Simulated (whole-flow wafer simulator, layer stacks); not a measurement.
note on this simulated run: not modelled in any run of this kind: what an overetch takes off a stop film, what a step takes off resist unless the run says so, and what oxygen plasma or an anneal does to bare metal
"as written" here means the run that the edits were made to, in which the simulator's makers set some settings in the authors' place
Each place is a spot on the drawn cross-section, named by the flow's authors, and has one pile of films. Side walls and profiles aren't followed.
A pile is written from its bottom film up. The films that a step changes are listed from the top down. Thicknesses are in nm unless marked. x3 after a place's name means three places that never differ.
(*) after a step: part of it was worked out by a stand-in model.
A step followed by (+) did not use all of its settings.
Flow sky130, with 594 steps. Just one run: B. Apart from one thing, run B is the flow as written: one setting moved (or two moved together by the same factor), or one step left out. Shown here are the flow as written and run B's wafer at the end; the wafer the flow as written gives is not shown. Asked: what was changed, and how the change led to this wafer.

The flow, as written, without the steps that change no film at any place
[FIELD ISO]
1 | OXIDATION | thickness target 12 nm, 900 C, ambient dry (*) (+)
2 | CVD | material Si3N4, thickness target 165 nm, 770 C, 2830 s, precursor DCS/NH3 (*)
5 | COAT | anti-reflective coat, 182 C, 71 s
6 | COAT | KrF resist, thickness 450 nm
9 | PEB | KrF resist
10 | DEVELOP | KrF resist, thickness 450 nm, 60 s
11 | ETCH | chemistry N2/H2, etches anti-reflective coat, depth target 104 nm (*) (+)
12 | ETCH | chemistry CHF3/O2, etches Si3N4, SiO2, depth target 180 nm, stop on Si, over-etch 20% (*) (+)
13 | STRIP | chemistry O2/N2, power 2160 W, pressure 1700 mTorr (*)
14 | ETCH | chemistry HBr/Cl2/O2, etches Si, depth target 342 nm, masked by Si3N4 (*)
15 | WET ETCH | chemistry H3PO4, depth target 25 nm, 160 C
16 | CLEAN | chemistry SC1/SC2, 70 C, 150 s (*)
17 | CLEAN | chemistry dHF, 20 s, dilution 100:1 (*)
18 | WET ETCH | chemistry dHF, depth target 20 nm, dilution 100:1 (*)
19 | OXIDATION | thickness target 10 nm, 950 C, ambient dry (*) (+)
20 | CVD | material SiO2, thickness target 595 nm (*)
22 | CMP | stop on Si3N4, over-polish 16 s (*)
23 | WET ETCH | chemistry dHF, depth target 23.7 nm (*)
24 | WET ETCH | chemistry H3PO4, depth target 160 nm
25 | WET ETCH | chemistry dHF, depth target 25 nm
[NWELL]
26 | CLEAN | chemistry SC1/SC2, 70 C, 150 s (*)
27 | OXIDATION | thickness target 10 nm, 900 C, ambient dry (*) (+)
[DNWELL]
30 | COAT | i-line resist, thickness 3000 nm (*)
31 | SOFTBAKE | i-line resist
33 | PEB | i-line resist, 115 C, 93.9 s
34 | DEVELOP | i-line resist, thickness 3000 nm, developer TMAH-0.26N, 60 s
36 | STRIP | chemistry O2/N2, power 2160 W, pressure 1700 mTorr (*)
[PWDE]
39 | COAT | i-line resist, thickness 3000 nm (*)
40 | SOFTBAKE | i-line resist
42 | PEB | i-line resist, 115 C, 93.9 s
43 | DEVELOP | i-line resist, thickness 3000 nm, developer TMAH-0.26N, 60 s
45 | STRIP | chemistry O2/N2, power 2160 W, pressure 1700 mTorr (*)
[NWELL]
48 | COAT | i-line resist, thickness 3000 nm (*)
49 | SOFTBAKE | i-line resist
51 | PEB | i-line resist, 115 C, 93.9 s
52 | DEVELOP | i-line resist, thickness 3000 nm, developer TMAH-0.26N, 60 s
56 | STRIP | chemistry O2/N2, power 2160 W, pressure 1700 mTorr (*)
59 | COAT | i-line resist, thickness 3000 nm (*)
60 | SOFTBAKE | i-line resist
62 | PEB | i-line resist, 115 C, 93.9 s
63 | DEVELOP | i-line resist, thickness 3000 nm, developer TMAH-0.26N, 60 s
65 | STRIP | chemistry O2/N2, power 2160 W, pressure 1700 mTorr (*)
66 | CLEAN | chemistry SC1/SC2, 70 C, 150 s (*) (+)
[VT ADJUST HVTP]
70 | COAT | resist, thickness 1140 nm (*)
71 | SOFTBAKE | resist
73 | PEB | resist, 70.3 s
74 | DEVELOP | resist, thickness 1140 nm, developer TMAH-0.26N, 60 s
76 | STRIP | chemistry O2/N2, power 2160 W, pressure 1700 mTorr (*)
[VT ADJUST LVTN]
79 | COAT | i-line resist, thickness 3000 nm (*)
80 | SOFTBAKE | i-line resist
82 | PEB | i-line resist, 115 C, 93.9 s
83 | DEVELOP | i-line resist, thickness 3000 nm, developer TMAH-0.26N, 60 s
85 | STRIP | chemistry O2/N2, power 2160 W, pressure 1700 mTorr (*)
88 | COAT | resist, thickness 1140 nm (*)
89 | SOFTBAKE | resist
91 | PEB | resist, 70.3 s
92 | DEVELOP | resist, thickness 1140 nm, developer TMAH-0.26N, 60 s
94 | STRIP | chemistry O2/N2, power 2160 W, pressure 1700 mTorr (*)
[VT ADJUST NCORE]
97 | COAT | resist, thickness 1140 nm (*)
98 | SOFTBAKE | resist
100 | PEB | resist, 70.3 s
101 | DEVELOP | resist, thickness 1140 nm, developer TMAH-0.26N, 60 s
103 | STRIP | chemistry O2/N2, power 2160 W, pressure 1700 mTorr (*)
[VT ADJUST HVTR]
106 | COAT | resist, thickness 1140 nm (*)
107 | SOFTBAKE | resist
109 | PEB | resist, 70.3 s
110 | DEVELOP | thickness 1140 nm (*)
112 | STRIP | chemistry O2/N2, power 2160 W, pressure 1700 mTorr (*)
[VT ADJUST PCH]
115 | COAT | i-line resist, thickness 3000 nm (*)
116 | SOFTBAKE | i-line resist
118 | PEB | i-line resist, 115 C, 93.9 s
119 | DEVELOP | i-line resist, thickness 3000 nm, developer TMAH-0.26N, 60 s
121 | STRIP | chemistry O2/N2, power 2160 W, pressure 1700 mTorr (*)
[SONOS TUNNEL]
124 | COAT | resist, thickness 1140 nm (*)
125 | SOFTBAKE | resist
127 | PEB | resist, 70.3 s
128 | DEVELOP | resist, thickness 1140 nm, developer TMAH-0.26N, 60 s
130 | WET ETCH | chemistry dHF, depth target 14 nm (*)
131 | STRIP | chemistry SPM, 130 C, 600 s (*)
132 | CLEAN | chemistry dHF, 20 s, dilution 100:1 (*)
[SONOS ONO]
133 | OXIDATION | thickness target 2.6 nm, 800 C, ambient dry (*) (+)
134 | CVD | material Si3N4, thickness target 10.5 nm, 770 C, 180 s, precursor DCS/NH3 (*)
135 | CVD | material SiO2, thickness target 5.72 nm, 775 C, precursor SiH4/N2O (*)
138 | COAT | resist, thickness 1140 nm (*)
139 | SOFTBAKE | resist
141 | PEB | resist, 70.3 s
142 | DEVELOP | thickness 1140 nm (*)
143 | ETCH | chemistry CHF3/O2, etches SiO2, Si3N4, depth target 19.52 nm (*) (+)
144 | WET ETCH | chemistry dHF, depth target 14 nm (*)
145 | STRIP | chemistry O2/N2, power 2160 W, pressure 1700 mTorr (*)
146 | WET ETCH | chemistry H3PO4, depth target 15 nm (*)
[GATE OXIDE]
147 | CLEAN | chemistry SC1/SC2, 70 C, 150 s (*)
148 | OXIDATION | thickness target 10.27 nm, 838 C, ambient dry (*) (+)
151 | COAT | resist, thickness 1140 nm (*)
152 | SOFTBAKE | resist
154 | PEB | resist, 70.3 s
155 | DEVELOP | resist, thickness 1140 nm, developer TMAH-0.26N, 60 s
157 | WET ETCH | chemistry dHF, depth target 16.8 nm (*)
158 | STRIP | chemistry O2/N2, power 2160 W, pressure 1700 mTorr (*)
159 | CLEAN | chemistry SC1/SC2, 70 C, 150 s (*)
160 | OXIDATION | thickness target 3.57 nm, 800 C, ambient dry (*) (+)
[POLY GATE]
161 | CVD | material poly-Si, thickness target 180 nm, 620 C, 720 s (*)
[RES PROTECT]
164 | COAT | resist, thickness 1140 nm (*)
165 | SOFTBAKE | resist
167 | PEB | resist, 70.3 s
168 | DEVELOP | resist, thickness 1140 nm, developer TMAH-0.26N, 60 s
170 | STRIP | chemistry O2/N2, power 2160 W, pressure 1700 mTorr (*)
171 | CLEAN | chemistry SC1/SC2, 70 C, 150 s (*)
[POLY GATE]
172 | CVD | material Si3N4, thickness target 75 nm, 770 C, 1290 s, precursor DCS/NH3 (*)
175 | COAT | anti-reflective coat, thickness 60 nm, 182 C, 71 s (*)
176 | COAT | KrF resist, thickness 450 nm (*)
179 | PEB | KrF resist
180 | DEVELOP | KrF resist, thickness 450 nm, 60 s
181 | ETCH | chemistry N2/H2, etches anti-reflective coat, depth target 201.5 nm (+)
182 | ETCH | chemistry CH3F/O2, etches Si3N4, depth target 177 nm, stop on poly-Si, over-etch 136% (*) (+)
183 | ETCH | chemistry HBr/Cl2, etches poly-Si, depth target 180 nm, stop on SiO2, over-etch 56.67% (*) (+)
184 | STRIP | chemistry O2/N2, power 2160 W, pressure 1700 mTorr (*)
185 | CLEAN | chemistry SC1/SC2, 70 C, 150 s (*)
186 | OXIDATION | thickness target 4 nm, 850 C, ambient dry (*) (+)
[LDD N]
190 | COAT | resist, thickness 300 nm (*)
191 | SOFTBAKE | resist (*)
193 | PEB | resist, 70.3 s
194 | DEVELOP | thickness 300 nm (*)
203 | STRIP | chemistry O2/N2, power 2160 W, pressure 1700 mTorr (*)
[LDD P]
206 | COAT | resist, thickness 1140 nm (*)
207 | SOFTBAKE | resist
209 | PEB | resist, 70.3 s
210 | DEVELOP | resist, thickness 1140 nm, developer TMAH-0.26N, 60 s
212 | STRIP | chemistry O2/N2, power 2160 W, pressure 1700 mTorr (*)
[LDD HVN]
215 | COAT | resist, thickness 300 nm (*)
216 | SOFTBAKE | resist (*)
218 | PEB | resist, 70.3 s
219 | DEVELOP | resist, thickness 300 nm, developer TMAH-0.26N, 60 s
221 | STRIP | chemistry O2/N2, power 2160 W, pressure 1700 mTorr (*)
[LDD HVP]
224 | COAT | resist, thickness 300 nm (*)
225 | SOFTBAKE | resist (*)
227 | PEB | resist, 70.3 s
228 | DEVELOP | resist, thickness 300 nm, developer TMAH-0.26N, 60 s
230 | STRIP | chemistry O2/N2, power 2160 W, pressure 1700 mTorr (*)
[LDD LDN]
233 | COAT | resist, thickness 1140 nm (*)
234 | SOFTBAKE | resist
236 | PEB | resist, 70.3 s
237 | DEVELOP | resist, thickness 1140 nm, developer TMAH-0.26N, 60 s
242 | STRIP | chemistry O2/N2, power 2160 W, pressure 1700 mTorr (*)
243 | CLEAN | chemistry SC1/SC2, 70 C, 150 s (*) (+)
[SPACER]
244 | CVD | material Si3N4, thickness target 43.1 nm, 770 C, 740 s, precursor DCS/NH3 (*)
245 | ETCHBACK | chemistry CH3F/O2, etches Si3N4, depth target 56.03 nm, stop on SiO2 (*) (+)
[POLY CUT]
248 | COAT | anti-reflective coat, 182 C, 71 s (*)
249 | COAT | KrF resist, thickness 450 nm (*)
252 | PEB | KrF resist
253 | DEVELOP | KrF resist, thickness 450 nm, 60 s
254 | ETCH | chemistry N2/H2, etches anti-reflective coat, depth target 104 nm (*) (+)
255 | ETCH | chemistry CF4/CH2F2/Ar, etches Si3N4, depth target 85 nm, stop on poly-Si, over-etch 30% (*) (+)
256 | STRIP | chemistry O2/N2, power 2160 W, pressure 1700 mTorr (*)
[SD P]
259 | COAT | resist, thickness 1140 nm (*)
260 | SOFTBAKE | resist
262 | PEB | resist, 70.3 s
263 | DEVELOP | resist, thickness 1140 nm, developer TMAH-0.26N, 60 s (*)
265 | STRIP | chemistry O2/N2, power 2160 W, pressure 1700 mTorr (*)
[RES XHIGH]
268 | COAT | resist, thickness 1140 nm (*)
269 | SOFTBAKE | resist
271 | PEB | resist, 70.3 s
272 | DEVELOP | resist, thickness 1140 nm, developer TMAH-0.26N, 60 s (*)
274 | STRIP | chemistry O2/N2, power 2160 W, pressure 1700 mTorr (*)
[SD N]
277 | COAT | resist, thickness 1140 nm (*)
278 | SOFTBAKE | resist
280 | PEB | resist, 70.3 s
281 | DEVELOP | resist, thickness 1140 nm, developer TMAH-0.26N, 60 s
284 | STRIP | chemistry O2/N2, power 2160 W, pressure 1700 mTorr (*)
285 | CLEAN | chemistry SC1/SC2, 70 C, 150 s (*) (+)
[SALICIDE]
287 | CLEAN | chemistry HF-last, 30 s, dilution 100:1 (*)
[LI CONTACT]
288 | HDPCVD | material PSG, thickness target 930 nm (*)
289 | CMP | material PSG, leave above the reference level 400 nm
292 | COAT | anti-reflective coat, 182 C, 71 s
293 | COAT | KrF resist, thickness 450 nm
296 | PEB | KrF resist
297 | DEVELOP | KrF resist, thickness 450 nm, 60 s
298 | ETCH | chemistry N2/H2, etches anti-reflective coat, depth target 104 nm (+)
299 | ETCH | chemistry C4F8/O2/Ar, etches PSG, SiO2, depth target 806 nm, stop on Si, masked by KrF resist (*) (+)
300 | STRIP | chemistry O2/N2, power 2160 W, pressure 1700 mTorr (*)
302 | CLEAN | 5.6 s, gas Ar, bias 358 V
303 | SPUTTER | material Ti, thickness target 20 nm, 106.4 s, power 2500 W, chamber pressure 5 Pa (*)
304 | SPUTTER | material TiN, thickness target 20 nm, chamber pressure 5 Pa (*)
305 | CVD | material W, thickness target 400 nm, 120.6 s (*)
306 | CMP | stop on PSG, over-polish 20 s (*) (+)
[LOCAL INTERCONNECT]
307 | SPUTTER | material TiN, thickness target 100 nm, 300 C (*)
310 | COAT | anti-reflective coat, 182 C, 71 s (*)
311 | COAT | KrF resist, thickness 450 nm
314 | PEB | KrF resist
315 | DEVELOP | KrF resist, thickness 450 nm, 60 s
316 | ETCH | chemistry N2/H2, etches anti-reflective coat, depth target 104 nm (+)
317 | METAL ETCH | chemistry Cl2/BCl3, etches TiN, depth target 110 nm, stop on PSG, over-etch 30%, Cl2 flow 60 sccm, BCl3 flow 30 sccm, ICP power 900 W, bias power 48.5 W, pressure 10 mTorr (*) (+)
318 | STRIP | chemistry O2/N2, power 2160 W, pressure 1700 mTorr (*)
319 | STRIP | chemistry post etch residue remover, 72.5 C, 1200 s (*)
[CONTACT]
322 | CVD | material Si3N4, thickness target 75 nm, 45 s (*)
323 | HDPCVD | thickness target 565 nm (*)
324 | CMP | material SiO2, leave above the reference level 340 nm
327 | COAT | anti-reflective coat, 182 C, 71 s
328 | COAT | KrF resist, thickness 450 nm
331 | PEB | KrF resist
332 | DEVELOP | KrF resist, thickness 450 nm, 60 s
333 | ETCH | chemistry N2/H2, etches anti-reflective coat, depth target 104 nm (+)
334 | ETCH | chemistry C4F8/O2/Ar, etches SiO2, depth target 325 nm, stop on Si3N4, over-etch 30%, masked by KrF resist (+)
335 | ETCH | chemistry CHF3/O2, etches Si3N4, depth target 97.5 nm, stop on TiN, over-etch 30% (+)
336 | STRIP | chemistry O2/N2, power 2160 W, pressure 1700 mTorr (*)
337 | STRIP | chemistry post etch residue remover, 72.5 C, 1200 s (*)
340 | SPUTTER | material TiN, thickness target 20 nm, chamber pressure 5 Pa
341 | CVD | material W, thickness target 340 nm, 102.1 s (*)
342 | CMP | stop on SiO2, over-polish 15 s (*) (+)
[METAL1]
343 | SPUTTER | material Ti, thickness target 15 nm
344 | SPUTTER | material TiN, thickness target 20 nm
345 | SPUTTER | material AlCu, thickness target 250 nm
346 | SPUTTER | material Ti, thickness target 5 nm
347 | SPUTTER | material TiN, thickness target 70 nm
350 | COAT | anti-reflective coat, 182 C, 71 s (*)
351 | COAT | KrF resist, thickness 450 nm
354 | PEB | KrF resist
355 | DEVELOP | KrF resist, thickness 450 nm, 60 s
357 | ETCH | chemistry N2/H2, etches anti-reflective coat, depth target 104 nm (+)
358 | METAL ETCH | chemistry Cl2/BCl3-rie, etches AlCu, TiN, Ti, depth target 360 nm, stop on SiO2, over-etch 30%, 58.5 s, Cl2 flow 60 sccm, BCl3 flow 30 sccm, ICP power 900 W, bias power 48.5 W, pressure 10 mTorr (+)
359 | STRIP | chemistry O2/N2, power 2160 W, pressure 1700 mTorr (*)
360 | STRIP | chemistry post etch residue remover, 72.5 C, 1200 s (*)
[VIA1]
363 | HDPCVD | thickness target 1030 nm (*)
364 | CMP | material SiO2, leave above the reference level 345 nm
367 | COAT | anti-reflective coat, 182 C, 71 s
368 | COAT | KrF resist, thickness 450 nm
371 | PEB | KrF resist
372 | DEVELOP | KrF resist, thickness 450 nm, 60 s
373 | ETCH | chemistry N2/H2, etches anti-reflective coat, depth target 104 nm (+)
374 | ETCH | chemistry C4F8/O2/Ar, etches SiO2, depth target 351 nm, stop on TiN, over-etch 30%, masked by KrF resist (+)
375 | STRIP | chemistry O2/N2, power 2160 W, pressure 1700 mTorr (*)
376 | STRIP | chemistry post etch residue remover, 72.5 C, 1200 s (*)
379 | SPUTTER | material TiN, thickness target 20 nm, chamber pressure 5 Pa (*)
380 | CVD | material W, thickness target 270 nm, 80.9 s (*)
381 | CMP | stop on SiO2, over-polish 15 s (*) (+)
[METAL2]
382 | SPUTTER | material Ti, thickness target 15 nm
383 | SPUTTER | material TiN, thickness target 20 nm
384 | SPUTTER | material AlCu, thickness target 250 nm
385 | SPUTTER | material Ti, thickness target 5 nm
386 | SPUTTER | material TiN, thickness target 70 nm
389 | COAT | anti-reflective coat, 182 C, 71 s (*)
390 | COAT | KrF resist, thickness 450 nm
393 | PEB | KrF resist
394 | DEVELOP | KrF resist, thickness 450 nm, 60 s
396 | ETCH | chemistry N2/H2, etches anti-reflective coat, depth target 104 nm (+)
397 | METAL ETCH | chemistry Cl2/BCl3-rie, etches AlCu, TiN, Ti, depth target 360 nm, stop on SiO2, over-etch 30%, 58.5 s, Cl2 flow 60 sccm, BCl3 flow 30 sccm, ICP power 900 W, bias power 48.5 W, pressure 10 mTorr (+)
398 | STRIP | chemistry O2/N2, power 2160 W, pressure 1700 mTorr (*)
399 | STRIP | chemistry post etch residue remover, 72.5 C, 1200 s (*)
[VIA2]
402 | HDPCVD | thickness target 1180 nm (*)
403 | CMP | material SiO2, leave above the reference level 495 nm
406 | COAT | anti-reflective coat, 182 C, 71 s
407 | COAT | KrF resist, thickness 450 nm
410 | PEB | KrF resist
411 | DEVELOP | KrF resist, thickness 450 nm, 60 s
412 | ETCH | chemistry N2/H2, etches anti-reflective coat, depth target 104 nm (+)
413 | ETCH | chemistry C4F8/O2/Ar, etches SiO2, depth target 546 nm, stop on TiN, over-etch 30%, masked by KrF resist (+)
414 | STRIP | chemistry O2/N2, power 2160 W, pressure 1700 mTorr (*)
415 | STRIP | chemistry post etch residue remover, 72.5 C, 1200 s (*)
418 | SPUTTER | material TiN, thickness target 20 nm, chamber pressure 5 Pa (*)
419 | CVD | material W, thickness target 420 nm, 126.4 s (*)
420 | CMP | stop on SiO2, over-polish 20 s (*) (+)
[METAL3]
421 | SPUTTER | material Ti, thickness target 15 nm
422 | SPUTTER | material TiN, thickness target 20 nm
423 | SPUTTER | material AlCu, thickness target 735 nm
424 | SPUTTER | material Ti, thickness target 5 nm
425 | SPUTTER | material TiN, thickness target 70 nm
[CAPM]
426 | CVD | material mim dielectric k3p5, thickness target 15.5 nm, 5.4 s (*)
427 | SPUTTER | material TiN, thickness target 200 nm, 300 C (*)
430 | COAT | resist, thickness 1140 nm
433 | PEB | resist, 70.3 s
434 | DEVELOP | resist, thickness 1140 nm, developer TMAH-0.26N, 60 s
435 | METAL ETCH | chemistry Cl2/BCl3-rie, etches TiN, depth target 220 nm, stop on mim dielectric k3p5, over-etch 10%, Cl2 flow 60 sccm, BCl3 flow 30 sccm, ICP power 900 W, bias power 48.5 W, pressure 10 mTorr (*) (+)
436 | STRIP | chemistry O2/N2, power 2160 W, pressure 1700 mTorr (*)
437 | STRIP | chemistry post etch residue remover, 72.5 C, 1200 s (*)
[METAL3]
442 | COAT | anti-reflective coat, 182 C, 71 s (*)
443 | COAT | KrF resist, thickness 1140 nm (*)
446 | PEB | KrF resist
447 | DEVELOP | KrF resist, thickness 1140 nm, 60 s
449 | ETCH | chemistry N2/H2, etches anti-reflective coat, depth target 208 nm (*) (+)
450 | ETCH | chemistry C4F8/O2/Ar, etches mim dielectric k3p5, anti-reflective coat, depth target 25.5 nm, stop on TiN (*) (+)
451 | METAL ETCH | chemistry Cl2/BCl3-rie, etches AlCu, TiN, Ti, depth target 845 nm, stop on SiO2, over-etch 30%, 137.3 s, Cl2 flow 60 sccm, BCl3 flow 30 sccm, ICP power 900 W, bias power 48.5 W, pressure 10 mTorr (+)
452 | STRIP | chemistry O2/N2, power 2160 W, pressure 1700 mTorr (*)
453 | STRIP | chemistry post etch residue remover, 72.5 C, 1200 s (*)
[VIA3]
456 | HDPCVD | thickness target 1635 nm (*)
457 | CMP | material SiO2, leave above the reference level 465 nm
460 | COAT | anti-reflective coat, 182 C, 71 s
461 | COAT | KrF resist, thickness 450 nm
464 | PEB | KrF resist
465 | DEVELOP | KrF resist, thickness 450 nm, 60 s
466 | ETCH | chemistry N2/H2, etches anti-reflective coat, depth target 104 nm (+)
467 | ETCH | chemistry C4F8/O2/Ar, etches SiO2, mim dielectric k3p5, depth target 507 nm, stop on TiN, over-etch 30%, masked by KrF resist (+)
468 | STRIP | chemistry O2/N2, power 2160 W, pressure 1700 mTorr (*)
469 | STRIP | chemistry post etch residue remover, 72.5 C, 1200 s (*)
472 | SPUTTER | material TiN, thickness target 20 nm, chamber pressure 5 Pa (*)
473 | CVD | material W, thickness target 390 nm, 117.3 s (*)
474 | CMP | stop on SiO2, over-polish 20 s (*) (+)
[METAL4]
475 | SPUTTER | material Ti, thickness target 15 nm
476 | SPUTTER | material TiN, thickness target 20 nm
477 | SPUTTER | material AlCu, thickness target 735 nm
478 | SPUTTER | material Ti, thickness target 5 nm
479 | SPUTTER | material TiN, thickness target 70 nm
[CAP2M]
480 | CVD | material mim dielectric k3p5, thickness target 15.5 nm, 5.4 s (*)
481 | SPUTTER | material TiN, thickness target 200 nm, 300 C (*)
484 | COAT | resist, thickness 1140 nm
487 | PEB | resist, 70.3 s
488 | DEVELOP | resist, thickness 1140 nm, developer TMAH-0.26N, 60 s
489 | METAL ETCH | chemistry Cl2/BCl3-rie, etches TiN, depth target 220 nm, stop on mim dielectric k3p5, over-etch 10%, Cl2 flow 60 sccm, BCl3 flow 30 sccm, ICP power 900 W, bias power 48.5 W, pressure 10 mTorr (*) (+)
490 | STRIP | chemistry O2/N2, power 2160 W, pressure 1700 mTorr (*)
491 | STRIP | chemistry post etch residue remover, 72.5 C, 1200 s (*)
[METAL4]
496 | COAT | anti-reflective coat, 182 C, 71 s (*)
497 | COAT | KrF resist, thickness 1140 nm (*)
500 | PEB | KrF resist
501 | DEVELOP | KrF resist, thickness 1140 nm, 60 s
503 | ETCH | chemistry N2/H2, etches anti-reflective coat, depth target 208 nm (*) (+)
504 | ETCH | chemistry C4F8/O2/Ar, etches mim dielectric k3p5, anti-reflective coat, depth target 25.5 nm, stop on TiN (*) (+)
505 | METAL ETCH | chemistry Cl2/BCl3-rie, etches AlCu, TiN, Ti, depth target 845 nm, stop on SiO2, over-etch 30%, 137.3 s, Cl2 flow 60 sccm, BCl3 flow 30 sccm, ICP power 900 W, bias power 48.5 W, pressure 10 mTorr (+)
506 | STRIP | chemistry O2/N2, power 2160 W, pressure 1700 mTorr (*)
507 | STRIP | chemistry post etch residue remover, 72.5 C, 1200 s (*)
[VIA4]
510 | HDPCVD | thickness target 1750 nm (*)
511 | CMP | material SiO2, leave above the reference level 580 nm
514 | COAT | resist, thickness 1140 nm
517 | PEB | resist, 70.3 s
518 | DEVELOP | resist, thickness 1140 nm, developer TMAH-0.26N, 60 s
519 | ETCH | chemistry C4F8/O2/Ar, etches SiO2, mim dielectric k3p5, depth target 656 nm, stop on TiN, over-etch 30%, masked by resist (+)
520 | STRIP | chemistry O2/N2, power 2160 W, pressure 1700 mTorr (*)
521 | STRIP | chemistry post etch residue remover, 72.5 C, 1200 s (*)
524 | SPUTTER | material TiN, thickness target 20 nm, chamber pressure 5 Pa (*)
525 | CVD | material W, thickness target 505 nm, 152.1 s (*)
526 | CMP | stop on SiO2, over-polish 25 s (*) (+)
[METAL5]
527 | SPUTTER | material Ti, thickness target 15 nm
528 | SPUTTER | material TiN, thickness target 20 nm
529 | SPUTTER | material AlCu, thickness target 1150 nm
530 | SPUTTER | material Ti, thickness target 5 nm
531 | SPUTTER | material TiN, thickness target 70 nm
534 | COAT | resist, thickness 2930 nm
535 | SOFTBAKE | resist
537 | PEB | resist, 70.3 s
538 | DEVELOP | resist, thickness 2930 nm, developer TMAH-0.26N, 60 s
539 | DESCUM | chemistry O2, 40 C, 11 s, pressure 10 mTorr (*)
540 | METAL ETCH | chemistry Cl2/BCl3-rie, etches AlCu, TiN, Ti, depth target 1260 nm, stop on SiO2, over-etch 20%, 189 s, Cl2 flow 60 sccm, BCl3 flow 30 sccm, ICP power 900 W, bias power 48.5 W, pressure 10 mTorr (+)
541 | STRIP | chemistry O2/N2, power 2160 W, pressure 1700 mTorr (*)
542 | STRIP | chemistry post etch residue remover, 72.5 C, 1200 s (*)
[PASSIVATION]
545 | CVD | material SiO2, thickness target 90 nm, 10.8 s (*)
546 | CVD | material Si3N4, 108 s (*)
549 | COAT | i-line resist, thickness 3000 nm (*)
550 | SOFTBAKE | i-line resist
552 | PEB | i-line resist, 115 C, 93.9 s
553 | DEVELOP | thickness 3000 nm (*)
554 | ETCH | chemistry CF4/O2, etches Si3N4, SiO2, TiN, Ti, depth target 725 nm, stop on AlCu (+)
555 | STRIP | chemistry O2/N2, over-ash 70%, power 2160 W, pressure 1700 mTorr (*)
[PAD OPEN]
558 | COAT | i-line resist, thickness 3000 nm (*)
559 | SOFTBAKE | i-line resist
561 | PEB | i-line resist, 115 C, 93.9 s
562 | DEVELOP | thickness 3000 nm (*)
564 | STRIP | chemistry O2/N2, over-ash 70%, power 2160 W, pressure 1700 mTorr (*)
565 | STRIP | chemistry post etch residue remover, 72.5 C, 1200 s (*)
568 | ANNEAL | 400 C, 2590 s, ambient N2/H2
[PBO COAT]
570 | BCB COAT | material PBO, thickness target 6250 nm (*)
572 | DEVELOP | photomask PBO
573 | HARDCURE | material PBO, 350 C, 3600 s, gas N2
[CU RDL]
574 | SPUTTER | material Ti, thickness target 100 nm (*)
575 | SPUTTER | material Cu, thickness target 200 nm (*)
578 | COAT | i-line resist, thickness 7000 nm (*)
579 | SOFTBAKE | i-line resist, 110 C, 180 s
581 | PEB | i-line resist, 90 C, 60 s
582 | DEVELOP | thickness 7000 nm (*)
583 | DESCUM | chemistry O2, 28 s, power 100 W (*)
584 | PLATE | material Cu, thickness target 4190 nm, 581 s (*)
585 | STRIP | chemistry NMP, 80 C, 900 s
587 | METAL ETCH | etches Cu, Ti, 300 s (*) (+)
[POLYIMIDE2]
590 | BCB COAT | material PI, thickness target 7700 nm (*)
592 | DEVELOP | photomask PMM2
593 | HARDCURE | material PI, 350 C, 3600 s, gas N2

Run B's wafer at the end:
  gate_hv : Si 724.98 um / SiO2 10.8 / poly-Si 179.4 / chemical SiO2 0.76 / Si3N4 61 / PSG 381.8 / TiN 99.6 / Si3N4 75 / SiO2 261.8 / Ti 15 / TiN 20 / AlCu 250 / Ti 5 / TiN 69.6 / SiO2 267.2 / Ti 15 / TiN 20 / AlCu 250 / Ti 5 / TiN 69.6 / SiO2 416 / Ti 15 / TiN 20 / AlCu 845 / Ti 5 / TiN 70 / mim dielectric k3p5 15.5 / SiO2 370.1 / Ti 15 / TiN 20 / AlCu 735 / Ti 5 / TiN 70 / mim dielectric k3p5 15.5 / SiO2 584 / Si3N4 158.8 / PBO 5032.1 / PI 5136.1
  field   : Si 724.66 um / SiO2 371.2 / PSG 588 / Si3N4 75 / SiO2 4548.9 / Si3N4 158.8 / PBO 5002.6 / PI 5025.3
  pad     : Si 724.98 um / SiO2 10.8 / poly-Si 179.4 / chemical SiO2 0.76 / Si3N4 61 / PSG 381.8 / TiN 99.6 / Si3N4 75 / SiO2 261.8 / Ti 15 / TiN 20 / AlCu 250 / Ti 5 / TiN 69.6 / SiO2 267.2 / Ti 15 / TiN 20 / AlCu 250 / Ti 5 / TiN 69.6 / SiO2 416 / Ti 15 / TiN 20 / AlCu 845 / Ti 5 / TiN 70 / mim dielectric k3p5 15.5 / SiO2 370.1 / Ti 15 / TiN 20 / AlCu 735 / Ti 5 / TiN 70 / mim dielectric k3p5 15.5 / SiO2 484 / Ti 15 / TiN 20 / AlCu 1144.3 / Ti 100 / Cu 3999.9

What caused this: step 423, SPUTTER: thickness target 845 nm was run, while the flow as written has thickness target 735 nm.
The wafer itself shows it: gate_hv has AlCu 845, and step 423 as written asks for 735 nm.

Step by step, how the change led to this:
  423 | SPUTTER | material AlCu, thickness target 735 nm
      field, active, n_well and 188 more: +845 AlCu (new film) (in the flow as written it would be: +735 AlCu (new film))
  451 | METAL ETCH | chemistry Cl2/BCl3-rie, etches AlCu, TiN, Ti, depth target 845 nm, stop on SiO2, over-etch 30%, 137.3 s, Cl2 flow 60 sccm, BCl3 flow 30 sccm, ICP power 900 W, bias power 48.5 W, pressure 10 mTorr (+)
      field, gate, spacer and 68 more: -70 TiN (all of it), -5 Ti (all of it), -845 AlCu (all of it), -20 TiN (all of it), -15 Ti (all of it), -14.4 SiO2 (in the flow as written it would be: -70 TiN (all of it), -5 Ti (all of it), -735 AlCu (all of it), -20 TiN (all of it), -15 Ti (all of it), -25.4 SiO2)
      active, vpp_ln, vpp_iso2 and 11 more: -70 TiN (all of it), -5 Ti (all of it), -845 AlCu (all of it), -20 TiN (all of it), -15 Ti (all of it), -14.3 SiO2 (in the flow as written it would be: -70 TiN (all of it), -5 Ti (all of it), -735 AlCu (all of it), -20 TiN (all of it), -15 Ti (all of it), -25.3 SiO2)
  457 | CMP | material SiO2, leave above the reference level 465 nm
      field, active, gate and 82 more: -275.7 SiO2 (in the flow as written it would be: -374.7 SiO2)
